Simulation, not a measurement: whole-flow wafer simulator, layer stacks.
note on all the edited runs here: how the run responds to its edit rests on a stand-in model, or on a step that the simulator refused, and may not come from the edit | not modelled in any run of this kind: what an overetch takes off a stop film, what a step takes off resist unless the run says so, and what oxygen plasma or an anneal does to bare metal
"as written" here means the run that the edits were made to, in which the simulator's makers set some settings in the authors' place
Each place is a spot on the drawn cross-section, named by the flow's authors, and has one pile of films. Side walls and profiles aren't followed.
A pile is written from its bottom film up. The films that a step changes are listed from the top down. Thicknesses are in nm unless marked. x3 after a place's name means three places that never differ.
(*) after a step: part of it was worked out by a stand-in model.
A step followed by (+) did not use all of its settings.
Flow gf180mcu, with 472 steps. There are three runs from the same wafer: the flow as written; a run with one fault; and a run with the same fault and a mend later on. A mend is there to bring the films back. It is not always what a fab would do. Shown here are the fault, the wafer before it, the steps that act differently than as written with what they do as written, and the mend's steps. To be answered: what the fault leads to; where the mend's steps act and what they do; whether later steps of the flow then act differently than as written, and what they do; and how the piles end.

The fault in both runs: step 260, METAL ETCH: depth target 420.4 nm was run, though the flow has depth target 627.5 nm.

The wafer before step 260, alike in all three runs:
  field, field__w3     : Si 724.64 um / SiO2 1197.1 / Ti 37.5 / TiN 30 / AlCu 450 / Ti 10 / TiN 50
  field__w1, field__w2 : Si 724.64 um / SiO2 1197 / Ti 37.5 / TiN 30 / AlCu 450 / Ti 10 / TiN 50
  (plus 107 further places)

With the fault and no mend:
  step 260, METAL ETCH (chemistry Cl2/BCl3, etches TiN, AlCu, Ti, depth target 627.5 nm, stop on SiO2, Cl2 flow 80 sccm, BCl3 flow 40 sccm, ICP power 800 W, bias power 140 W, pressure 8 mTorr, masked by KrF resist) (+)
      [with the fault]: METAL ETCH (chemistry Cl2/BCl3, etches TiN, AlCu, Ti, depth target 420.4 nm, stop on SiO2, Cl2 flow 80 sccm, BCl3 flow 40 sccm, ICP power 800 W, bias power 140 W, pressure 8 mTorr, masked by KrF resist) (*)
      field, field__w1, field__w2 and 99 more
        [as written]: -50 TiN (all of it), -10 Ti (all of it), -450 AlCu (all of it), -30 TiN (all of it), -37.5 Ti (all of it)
        [with the fault]: -50 TiN (all of it), -10 Ti (all of it), -360.4 AlCu
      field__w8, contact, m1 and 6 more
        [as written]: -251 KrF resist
        [with the fault]: -168.2 KrF resist
  Steps further on in the flow that do not act as written:
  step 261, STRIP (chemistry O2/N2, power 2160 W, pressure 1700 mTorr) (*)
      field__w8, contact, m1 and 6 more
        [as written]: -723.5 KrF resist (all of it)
        [with the fault]: -806.4 KrF resist (all of it)
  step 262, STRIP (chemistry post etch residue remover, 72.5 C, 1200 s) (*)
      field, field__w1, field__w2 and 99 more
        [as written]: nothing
        [with the fault]: -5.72 AlCu
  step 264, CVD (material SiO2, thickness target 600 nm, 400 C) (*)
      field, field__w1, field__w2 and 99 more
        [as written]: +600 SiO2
        [with the fault]: +600 SiO2 (new film)
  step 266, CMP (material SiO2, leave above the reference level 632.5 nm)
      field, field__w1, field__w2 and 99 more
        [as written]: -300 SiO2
        [with the fault]: -451.4 SiO2
  At field, field__w1, field__w2 and 100 more, the piles at the end differ from the flow's by more than 2% or 0.5 nm, whichever is larger.
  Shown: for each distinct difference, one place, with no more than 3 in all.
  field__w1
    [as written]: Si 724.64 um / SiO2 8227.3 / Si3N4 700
    [with the fault]: Si 724.64 um / SiO2 1197 / Ti 37.5 / TiN 30 / AlCu 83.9 / SiO2 6878.9 / Si3N4 700
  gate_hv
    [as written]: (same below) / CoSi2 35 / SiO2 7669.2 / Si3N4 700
    [with the fault]: (same below) / CoSi2 35 / SiO2 638.9 / Ti 37.5 / TiN 30 / AlCu 83.9 / SiO2 6878.9 / Si3N4 700
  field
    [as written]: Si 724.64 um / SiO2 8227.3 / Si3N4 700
    [with the fault]: Si 724.64 um / SiO2 1197.1 / Ti 37.5 / TiN 30 / AlCu 83.9 / SiO2 6878.9 / Si3N4 700

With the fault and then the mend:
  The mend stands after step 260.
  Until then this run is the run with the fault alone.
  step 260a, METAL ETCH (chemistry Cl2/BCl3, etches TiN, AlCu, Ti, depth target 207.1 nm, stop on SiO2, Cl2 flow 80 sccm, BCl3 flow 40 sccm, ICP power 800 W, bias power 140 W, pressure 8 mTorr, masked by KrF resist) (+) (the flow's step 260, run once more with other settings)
      field, field__w1, field__w2 and 99 more
        -89.6 AlCu (all of it), -30 TiN (all of it), -37.5 Ti (all of it)
      field__w8, contact, m1 and 6 more
        -82.8 KrF resist
  Every later step of the flow that is run acts as written at every place that is followed.
  The piles end the same as the flow's at every place that both follow.
